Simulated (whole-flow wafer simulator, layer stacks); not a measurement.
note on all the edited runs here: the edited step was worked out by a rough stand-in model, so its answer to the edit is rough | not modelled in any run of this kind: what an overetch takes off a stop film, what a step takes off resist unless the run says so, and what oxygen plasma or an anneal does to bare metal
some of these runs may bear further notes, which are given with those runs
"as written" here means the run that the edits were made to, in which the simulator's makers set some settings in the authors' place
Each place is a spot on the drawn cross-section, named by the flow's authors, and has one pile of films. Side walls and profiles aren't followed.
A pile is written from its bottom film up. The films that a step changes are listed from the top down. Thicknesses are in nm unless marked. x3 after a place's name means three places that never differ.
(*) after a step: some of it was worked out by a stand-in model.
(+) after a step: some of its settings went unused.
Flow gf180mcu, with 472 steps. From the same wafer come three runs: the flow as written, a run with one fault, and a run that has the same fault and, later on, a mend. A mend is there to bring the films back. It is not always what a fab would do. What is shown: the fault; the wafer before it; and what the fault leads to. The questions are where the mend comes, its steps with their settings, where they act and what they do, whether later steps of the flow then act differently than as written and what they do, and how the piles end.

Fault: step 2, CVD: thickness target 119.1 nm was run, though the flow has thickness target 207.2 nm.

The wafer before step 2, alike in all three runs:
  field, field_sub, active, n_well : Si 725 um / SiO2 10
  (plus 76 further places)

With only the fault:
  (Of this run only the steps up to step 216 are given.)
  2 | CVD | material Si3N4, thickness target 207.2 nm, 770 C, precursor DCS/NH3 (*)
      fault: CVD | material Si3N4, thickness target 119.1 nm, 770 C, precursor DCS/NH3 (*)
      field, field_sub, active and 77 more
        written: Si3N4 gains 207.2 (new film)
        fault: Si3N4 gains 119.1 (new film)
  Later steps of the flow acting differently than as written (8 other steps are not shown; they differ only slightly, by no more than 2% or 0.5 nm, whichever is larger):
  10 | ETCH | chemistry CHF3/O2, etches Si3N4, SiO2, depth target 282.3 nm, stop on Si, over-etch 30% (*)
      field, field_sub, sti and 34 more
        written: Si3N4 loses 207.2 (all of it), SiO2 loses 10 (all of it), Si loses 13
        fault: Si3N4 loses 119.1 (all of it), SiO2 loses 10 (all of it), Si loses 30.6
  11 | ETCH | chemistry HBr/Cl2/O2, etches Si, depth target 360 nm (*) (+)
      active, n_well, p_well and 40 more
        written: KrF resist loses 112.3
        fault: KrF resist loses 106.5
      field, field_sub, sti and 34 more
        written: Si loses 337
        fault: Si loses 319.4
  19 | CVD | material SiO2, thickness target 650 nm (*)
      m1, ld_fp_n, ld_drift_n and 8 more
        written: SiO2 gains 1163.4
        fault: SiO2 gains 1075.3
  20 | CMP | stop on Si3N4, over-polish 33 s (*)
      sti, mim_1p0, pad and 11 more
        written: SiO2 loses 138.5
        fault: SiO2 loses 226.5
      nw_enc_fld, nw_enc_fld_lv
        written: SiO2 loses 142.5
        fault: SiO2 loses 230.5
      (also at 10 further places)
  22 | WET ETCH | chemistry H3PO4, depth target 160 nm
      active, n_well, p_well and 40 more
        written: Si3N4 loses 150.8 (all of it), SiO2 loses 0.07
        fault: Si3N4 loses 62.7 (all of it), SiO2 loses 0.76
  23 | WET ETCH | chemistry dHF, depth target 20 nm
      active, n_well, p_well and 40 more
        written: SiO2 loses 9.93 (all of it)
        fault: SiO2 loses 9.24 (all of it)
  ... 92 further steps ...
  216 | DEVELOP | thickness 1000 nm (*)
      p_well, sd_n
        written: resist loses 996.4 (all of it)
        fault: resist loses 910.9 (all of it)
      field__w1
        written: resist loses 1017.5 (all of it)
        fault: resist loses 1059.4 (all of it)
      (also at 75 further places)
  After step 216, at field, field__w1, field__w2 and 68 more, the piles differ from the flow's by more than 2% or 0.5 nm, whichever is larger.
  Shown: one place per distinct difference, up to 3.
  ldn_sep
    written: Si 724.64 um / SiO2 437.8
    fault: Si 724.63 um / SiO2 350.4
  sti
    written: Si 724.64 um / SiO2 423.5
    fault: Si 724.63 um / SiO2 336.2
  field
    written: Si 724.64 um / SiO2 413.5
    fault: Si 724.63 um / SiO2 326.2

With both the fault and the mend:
  The mend follows step 9.
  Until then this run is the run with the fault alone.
  9a | STRIP | chemistry O2/N2, power 2160 W, pressure 1700 mTorr (*)
      active, n_well, p_well and 40 more
        KrF resist loses 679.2 (all of it)
  9b | CVD | material Si3N4, thickness target 88.04 nm, 770 C, precursor DCS/NH3 (*) (a further turn of the flow's step 2, with different settings)
      field, field_sub, active and 77 more
        Si3N4 gains 88
  9c | HMDS | 120 C, 60 s (a further turn of the flow's step 4)
      alters no film at any place that is followed
  9d | COAT | KrF resist, thickness 700 nm (a further turn of the flow's step 5)
      field, field_sub, active and 77 more
        KrF resist gains 700 (new film)
  9e | SOFTBAKE | KrF resist (a further turn of the flow's step 6)
      alters no film at any place that is followed
  9f | EXPOSE | photomask COMP (a further turn of the flow's step 7)
      alters no film at any place that is followed
  9g | PEB | KrF resist, 135 C, 90 s (a further turn of the flow's step 8)
      field, field_sub, active and 77 more
        KrF resist loses 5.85
  9h | DEVELOP | thickness 700 nm, 60 s (a further turn of the flow's step 9)
      active, n_well, p_well and 40 more
        KrF resist loses 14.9
      field, field_sub, sti and 34 more
        KrF resist loses 694.2 (all of it)
  None of the later steps of the flow differs from how it acts as written, at any place that is followed, by more than 2% or 0.5 nm, whichever is larger.
  At every place that both follow, the piles at the end match the flow's.
